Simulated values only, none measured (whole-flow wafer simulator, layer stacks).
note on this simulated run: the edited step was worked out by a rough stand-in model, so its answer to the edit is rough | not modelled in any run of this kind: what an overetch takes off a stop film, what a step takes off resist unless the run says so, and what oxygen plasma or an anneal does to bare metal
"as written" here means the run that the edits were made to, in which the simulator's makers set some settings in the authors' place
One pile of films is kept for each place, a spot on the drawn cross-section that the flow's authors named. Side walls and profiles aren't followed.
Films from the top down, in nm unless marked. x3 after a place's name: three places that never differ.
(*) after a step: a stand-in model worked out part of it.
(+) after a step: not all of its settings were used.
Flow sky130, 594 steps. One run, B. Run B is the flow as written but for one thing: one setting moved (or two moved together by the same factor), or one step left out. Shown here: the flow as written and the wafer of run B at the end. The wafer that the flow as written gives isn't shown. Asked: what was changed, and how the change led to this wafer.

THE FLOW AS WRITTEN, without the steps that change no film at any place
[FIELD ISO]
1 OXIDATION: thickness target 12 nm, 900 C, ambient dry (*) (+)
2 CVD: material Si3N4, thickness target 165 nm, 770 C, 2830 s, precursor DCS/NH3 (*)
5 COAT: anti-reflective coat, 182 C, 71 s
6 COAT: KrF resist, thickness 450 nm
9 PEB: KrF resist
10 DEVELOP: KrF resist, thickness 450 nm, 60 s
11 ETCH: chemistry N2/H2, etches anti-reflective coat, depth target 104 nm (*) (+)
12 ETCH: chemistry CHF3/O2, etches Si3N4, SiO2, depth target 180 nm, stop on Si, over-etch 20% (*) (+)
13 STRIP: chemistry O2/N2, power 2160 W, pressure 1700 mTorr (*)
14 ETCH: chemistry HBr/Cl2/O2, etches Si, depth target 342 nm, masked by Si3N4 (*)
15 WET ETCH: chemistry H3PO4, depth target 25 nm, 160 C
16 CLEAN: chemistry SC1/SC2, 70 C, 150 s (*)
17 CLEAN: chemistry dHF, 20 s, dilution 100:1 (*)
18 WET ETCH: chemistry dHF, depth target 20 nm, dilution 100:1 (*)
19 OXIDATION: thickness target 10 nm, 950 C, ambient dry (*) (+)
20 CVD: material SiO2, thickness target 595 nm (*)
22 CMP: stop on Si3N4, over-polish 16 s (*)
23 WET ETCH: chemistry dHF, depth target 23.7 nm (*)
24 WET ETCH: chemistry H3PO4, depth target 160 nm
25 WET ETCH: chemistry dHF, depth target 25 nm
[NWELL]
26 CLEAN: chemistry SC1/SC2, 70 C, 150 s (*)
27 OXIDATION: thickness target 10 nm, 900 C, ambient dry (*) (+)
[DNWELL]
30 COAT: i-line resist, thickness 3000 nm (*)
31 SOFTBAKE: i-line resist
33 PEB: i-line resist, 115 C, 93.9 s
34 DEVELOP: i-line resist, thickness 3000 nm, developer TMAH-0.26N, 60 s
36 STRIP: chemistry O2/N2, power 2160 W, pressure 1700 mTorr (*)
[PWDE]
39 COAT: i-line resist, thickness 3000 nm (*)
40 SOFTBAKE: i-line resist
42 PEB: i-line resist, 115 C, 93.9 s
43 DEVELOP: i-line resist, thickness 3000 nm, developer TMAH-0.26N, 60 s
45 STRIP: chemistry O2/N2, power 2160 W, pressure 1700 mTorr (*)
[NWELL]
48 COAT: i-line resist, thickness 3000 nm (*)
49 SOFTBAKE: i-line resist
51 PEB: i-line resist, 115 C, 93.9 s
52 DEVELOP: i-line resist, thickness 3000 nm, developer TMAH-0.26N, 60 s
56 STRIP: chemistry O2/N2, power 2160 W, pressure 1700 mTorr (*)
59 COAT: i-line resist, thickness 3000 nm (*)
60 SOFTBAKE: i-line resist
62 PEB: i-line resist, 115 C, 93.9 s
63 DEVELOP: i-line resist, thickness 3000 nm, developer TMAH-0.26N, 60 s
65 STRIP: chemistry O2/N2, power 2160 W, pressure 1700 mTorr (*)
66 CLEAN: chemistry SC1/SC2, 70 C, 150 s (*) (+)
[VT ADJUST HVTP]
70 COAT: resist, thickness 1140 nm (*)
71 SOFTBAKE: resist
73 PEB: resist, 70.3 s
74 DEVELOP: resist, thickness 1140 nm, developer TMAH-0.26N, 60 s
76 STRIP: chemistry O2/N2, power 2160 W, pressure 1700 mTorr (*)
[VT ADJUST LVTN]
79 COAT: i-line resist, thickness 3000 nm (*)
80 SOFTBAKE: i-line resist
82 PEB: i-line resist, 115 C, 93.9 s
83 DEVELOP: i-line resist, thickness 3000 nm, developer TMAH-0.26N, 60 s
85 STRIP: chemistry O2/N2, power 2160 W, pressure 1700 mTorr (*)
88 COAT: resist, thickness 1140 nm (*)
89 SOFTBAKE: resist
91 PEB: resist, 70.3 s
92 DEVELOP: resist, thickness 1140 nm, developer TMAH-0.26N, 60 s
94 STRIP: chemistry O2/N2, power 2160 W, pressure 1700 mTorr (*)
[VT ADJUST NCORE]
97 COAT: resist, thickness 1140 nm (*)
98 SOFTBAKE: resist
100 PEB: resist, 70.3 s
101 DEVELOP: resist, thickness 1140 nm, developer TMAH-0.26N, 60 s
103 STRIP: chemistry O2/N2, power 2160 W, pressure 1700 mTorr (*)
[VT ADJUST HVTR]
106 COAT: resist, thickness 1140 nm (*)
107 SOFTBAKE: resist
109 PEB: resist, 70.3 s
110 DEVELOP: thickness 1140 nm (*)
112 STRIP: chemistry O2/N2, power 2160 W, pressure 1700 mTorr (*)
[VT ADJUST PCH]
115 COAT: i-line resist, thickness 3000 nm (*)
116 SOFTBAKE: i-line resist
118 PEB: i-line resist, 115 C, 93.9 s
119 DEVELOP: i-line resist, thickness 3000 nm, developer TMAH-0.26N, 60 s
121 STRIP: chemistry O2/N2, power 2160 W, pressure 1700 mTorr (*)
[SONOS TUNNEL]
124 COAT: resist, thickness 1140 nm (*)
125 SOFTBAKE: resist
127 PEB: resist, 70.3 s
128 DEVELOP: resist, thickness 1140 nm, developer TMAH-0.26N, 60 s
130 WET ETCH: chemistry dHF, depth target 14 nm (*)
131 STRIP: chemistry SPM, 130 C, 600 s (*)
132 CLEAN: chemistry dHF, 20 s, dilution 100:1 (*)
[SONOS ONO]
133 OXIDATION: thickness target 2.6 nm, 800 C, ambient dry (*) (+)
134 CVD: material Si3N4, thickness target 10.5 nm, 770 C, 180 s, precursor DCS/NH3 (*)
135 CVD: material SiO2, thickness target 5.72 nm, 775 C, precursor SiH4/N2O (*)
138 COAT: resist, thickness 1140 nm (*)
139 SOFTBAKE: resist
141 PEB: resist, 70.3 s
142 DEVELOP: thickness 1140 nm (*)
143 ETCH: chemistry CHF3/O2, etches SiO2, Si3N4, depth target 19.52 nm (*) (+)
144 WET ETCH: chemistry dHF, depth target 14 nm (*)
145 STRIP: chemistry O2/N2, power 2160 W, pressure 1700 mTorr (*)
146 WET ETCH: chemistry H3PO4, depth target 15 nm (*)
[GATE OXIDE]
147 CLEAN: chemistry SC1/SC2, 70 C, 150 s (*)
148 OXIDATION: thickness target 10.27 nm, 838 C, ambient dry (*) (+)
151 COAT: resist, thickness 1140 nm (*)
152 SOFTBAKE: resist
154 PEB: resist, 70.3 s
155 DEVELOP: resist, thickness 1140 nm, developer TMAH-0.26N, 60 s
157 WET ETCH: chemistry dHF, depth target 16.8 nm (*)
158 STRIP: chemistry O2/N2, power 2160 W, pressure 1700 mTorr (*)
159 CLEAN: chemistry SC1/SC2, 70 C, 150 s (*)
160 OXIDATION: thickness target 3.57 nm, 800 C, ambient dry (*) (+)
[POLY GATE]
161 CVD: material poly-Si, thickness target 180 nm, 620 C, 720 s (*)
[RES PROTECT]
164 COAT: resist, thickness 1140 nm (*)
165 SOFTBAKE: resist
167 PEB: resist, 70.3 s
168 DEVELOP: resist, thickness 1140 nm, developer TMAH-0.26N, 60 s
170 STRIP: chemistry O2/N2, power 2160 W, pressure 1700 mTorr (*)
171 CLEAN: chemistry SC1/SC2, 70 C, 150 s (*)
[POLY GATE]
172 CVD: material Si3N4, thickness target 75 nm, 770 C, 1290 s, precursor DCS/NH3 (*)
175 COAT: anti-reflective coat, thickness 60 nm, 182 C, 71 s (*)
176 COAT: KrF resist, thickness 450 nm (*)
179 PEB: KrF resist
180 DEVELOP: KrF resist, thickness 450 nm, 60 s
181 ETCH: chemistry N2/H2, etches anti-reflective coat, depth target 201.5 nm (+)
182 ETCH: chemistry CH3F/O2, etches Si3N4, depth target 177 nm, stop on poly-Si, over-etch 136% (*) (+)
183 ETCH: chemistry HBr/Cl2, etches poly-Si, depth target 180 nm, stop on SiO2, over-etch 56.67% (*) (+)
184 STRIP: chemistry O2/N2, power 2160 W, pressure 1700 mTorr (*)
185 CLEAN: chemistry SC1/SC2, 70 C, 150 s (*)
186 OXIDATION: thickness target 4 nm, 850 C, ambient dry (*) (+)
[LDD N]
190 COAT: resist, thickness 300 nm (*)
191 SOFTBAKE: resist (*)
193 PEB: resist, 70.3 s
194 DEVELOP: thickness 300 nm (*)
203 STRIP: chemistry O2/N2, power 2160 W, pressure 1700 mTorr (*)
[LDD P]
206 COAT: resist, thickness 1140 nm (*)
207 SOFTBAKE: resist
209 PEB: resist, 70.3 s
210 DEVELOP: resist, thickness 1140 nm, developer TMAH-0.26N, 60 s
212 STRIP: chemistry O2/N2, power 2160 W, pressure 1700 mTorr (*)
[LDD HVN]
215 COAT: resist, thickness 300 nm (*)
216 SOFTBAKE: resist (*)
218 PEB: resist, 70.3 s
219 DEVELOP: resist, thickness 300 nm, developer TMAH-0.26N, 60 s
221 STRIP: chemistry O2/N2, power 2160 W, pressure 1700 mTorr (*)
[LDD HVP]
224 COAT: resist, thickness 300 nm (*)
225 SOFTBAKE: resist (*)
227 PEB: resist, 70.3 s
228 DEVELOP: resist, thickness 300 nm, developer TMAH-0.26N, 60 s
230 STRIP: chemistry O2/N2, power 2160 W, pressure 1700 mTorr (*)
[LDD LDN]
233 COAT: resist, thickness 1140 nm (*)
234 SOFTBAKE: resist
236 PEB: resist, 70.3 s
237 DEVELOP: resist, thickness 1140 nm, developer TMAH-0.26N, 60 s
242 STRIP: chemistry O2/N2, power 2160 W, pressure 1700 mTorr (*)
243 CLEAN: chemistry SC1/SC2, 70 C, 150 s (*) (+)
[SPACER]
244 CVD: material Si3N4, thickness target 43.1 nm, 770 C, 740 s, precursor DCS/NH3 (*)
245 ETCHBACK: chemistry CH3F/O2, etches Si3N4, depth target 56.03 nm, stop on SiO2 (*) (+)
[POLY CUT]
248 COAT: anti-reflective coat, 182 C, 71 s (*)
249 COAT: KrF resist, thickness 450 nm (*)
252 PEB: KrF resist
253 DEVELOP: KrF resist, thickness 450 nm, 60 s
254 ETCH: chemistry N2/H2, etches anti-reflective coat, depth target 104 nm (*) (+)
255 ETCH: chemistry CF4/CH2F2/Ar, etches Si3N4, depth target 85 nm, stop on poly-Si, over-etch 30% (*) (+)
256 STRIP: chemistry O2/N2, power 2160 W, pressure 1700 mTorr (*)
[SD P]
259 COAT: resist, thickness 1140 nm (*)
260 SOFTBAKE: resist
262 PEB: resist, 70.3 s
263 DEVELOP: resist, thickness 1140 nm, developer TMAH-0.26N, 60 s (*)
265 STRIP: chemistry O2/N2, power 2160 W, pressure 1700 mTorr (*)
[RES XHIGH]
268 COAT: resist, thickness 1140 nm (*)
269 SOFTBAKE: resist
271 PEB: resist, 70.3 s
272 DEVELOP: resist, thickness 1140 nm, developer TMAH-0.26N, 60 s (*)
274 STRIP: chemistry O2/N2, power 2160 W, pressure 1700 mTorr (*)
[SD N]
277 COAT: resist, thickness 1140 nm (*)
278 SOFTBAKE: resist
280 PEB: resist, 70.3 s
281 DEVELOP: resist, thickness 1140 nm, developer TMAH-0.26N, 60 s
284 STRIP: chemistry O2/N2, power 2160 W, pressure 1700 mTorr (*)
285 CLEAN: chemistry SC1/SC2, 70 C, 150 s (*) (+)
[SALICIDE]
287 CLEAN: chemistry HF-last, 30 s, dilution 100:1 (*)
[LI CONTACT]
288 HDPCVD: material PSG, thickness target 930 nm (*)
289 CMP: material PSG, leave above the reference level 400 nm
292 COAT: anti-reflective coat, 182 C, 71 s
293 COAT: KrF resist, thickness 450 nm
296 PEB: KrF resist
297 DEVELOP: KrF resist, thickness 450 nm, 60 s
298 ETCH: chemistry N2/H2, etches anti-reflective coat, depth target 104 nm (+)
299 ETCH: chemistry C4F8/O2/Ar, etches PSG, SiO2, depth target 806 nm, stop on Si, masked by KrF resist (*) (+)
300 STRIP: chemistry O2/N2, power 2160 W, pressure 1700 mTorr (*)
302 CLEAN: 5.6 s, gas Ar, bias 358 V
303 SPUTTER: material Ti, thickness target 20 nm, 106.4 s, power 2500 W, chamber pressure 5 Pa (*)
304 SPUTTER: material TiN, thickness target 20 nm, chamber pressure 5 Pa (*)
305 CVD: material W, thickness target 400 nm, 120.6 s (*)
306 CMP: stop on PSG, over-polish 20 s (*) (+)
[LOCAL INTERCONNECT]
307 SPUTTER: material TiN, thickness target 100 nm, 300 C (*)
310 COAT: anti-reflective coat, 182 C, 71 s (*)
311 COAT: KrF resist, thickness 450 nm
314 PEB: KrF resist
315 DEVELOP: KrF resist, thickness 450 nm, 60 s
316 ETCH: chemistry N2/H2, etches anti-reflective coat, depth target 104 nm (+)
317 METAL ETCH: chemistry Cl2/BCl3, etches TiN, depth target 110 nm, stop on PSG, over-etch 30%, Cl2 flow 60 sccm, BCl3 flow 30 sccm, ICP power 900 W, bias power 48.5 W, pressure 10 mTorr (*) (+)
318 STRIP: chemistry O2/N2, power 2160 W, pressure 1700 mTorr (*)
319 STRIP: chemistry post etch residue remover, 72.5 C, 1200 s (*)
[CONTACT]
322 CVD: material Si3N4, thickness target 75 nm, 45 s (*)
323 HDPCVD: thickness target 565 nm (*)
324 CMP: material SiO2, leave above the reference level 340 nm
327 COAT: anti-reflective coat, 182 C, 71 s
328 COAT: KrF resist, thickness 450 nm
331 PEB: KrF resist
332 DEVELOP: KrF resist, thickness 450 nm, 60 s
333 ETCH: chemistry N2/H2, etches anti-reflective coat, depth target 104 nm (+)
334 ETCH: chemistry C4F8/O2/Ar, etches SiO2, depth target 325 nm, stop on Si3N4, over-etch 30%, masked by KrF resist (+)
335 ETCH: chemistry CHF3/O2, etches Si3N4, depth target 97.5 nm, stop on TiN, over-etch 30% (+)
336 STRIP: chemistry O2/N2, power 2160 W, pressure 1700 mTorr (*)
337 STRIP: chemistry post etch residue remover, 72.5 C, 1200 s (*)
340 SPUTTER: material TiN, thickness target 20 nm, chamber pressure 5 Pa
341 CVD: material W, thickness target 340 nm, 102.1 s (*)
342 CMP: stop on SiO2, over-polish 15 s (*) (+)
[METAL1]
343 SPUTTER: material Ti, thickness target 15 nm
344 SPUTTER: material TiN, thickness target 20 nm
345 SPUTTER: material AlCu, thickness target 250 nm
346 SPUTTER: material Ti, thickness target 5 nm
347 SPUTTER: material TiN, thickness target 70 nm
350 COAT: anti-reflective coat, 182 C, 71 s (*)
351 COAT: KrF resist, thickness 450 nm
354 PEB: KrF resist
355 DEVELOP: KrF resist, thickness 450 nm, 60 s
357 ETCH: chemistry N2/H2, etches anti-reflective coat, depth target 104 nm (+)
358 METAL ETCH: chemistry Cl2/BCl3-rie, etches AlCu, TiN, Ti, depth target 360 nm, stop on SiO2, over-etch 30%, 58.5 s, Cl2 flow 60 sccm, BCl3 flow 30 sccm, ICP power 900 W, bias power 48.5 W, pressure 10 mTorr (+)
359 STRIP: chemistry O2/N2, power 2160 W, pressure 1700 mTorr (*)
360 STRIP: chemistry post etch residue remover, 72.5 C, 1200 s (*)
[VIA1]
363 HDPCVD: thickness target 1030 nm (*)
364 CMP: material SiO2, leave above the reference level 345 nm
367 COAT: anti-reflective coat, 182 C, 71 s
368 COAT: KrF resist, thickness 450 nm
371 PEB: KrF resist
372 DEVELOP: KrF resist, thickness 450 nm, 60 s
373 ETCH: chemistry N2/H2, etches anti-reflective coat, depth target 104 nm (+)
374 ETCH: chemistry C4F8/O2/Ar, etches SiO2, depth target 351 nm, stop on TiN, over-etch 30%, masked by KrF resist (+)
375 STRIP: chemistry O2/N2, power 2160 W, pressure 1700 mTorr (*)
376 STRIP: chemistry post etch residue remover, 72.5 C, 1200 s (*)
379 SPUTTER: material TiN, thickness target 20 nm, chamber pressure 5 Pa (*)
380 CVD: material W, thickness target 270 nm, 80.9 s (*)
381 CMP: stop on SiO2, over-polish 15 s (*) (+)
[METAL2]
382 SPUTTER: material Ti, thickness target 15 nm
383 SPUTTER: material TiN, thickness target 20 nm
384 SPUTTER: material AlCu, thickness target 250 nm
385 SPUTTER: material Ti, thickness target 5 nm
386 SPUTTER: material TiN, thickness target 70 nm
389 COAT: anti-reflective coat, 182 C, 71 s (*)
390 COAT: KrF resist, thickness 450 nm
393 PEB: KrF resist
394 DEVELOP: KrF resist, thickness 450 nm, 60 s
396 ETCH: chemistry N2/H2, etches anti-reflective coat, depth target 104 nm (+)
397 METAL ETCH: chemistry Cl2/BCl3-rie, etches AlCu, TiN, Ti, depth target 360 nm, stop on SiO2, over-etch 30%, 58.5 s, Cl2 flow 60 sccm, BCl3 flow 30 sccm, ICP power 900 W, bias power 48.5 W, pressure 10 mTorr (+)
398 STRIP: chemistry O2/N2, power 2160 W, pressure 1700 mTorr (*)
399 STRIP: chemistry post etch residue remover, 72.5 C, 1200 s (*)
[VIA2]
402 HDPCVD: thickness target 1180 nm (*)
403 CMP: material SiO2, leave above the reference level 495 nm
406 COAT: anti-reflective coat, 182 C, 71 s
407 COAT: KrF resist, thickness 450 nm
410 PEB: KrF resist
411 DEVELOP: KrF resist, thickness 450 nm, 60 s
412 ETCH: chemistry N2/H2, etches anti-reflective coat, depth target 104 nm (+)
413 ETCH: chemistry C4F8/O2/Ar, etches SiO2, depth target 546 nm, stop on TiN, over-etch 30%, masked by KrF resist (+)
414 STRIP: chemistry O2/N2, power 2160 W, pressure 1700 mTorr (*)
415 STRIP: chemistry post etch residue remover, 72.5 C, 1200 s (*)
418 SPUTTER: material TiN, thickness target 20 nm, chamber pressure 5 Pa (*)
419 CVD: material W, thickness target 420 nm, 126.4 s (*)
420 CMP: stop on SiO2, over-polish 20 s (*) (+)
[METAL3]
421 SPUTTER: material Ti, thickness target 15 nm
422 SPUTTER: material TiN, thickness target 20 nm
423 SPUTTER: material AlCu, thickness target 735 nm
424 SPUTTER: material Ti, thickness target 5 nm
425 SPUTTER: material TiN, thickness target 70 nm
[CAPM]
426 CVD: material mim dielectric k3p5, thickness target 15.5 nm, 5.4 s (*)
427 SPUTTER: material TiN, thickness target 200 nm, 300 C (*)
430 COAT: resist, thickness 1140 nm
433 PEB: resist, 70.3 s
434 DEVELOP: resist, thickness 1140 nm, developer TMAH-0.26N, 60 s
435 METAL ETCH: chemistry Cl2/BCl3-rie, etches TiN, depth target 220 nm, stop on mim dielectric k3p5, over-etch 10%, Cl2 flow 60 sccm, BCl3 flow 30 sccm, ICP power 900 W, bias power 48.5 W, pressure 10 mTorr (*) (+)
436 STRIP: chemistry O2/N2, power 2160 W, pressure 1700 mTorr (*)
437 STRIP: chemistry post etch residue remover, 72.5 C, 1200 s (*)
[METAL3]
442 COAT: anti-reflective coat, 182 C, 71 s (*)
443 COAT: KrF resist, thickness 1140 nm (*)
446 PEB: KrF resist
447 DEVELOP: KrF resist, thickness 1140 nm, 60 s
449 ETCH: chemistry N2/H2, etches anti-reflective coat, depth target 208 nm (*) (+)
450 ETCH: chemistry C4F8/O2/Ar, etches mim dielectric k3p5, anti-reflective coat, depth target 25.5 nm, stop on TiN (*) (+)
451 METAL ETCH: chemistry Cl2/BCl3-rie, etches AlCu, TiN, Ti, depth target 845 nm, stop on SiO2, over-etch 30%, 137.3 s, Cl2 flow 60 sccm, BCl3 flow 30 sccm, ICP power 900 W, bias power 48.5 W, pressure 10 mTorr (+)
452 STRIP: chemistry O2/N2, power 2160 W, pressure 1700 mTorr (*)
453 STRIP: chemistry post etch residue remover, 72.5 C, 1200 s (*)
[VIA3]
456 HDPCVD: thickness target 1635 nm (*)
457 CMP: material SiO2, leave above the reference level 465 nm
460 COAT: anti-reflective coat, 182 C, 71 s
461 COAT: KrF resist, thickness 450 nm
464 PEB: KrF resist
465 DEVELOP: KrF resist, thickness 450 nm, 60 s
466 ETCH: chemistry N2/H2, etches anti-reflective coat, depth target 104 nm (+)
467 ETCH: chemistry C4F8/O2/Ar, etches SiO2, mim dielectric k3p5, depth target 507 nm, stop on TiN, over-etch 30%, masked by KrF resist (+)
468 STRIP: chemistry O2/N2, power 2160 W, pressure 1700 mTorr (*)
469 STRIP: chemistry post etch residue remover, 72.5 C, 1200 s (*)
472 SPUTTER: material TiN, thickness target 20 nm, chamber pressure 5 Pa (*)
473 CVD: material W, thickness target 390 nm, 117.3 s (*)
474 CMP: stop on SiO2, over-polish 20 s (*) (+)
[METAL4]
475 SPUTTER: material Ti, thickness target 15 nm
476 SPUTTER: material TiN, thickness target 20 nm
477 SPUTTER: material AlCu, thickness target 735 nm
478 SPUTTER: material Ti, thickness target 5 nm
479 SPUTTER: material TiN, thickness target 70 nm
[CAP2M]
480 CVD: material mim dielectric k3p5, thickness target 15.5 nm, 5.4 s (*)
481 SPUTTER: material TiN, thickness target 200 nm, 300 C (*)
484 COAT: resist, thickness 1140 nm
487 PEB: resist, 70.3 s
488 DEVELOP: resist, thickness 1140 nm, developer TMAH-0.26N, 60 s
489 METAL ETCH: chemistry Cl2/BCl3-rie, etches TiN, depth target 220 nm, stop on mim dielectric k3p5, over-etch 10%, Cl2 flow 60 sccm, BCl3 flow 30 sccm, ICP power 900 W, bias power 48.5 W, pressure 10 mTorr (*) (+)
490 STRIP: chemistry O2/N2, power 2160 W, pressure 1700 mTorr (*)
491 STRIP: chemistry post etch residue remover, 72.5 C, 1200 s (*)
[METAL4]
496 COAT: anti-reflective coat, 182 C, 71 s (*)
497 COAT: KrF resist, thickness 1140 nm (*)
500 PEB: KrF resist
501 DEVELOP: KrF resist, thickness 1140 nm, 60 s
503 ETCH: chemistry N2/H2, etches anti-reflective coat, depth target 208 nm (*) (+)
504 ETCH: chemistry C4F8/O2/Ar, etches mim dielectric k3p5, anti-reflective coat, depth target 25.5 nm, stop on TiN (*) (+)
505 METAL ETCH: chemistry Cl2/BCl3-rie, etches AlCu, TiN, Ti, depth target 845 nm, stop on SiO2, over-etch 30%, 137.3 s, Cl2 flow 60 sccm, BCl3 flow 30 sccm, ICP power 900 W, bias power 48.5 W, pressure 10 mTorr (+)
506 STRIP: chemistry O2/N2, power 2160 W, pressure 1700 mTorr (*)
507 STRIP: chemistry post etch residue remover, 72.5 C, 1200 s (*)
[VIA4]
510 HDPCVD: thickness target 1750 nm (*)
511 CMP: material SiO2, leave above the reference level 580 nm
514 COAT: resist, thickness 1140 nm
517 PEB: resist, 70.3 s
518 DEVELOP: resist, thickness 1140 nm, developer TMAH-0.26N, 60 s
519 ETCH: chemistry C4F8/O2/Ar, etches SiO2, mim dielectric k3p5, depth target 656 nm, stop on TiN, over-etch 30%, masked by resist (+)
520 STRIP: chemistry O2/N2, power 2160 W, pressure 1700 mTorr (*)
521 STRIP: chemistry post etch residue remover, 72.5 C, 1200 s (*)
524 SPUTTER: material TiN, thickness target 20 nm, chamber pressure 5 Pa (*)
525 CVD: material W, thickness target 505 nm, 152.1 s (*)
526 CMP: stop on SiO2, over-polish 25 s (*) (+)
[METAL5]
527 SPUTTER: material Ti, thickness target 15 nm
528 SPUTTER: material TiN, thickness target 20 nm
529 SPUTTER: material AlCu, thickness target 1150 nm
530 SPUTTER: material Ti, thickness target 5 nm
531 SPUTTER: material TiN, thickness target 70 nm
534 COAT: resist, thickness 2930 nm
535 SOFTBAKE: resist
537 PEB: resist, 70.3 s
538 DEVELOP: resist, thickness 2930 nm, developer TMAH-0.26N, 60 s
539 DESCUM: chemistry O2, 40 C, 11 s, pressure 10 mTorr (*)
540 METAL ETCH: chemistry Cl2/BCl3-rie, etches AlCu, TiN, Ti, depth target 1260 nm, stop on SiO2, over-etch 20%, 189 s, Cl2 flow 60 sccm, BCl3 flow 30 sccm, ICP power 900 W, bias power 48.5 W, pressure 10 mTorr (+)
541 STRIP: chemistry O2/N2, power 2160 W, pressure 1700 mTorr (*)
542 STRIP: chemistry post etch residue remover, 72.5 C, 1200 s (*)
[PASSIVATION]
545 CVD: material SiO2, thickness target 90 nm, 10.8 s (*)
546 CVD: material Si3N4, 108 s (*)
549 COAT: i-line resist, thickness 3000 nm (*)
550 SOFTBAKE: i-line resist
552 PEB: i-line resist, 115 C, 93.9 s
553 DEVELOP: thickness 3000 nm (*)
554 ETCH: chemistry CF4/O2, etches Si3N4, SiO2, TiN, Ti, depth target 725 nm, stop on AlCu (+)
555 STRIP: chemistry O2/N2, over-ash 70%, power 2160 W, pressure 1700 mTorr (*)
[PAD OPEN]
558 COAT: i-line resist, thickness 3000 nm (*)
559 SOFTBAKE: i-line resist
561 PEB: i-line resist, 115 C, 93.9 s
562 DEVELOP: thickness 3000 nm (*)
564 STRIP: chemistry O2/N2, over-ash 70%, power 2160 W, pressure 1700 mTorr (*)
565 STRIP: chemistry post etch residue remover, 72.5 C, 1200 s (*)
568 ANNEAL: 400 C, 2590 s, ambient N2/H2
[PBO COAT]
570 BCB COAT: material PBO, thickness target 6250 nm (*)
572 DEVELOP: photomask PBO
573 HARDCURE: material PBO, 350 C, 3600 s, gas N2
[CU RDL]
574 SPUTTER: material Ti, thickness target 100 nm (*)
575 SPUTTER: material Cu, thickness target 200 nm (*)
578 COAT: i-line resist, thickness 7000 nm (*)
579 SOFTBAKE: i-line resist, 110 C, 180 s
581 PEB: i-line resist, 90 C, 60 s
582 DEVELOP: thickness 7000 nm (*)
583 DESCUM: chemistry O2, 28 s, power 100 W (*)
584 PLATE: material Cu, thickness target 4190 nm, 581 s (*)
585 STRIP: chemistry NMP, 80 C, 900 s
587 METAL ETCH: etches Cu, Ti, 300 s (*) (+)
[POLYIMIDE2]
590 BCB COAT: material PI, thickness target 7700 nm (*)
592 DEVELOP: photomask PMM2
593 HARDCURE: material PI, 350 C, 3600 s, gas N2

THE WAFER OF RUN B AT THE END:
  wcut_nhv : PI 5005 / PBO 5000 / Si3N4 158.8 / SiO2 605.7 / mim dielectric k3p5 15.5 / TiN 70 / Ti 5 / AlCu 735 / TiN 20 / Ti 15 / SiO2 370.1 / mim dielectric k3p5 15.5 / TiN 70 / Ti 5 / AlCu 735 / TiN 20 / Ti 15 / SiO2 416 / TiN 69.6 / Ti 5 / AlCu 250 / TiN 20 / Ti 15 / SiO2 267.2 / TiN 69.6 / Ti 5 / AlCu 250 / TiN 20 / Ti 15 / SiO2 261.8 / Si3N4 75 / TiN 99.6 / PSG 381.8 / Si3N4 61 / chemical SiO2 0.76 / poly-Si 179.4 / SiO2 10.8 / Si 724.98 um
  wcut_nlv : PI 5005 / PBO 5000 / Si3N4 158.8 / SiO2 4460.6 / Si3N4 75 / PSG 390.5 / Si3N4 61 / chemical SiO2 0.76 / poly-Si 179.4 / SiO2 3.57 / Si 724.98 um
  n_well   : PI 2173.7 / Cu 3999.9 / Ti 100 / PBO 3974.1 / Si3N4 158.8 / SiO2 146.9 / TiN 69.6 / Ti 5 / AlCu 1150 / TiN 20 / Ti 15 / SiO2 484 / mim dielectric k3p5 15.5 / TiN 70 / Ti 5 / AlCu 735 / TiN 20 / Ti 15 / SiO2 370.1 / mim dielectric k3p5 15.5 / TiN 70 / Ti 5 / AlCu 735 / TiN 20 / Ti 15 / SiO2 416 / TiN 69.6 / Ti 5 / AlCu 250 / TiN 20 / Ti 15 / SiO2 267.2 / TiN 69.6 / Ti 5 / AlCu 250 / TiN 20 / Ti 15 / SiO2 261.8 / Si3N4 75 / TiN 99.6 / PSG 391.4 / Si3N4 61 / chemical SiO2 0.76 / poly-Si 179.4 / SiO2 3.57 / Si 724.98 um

The cause: step 545, CVD: thickness target 106 nm was run, where the flow has thickness target 90 nm; step 545, CVD: 12.7 s was run, where the flow has 10.8 s.

How the change led to this, step by step:
  545 CVD: material SiO2, thickness target 90 nm, 10.8 s (*)
      field, active, gate and 175 more: SiO2 +146.9 (as written it would be: SiO2 +125.2)
      n_well, p_well, sd_n and 12 more: SiO2 +146.9 (new film) (as written it would be: SiO2 +125.2 (new film))
  550 SOFTBAKE: i-line resist
      gate_p_lvt, iso_guard_hv_nw: i-line resist +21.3 (as written it would be: i-line resist +20.6)
      spacer: i-line resist -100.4 (as written it would be: i-line resist -97.5)
      (and at 30 more places)
  554 ETCH: chemistry CF4/O2, etches Si3N4, SiO2, TiN, Ti, depth target 725 nm, stop on AlCu (+)
      field, active, n_well and 189 more: i-line resist -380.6 (as written it would be: i-line resist -358.9)
      pad: Si3N4 -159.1 (all of it), SiO2 -146.9 (all of it), TiN -69.6 (all of it), Ti -5 (all of it) (as written it would be: Si3N4 -159.1 (all of it), SiO2 -125.2 (all of it), TiN -69.6 (all of it), Ti -5 (all of it))
  559 SOFTBAKE: i-line resist
      gate_p_lvt, iso_guard_hv_nw: i-line resist +21.3 (as written it would be: i-line resist +20.6)
      nwell_res: i-line resist -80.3 (as written it would be: i-line resist -78.3)
      (and at 34 more places)
  578 COAT: i-line resist, thickness 7000 nm (*)
      pad: i-line resist +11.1 um (new film) (as written it would be: i-line resist +11.08 um (new film))
  582 DEVELOP: thickness 7000 nm (*)
      pad: i-line resist -11.1 um (all of it) (as written it would be: i-line resist -11.08 um (all of it))
